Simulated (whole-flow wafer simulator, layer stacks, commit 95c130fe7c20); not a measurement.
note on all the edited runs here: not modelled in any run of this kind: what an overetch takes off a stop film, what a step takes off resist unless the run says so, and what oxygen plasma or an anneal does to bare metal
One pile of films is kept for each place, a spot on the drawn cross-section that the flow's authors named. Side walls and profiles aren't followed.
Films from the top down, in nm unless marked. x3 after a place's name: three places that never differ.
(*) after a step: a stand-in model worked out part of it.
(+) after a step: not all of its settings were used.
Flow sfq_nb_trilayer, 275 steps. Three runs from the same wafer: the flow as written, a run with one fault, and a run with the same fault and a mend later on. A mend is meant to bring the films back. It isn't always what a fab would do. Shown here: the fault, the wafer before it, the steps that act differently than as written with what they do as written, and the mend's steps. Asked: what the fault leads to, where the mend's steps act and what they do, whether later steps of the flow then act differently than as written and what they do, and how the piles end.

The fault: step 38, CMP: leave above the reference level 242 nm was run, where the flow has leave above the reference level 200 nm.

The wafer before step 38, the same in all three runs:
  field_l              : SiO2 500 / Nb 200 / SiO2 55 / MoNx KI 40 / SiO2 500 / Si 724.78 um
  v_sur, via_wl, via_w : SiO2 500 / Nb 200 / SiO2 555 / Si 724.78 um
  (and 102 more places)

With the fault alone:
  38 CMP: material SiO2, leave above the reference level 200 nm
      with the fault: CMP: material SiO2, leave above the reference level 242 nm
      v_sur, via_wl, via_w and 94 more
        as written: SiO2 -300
        with the fault: SiO2 -258
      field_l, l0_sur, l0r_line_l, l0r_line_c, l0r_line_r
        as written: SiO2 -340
        with the fault: SiO2 -298
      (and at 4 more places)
  Later steps of the flow that act differently than as written (3 more steps differ only slightly, by at most 2% or 0.5 nm, whichever is larger, and aren't shown):
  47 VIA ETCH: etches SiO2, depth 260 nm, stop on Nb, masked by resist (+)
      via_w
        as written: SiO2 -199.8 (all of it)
        with the fault: SiO2 -241.8 (all of it)
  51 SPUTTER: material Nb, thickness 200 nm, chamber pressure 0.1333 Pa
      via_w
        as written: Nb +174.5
        with the fault: Nb +166.7
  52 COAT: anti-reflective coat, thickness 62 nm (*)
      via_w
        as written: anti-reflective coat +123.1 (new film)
        with the fault: anti-reflective coat +132 (new film)
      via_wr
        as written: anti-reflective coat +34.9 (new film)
        with the fault: anti-reflective coat +33.2 (new film)
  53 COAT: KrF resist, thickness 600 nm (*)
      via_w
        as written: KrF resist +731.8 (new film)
        with the fault: KrF resist +766 (new film)
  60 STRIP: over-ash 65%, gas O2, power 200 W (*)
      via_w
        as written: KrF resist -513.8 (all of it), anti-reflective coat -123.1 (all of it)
        with the fault: KrF resist -547.9 (all of it), anti-reflective coat -132 (all of it)
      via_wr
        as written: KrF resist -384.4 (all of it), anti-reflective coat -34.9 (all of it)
        with the fault: KrF resist -380.9 (all of it), anti-reflective coat -33.2 (all of it)
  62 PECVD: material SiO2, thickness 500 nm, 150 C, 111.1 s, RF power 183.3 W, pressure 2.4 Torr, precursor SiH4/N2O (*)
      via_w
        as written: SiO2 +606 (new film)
        with the fault: SiO2 +655.9 (new film)
  At the end the piles differ from the flow's by more than 2% or 0.5 nm, whichever is larger, at v_sur, via_wl, via_w and 75 more.
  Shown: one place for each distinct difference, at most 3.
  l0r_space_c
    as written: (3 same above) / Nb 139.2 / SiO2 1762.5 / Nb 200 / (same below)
    with the fault: (3 same above) / Nb 139.2 / SiO2 1804.5 / Nb 200 / (same below)
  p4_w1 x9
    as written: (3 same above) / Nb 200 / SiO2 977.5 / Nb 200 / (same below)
    with the fault: (3 same above) / Nb 200 / SiO2 1019.5 / Nb 200 / (same below)
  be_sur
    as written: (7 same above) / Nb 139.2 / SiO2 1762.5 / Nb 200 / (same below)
    with the fault: (7 same above) / Nb 139.2 / SiO2 1804.5 / Nb 200 / (same below)

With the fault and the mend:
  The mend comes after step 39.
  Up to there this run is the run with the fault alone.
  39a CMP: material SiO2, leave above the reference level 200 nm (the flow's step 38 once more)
      field_l, v_sur, via_wl and 103 more
        SiO2 -42
  No later step of the flow acts differently than as written at any place that is followed.
  At the end the piles are the same as the flow's at every place that both follow.
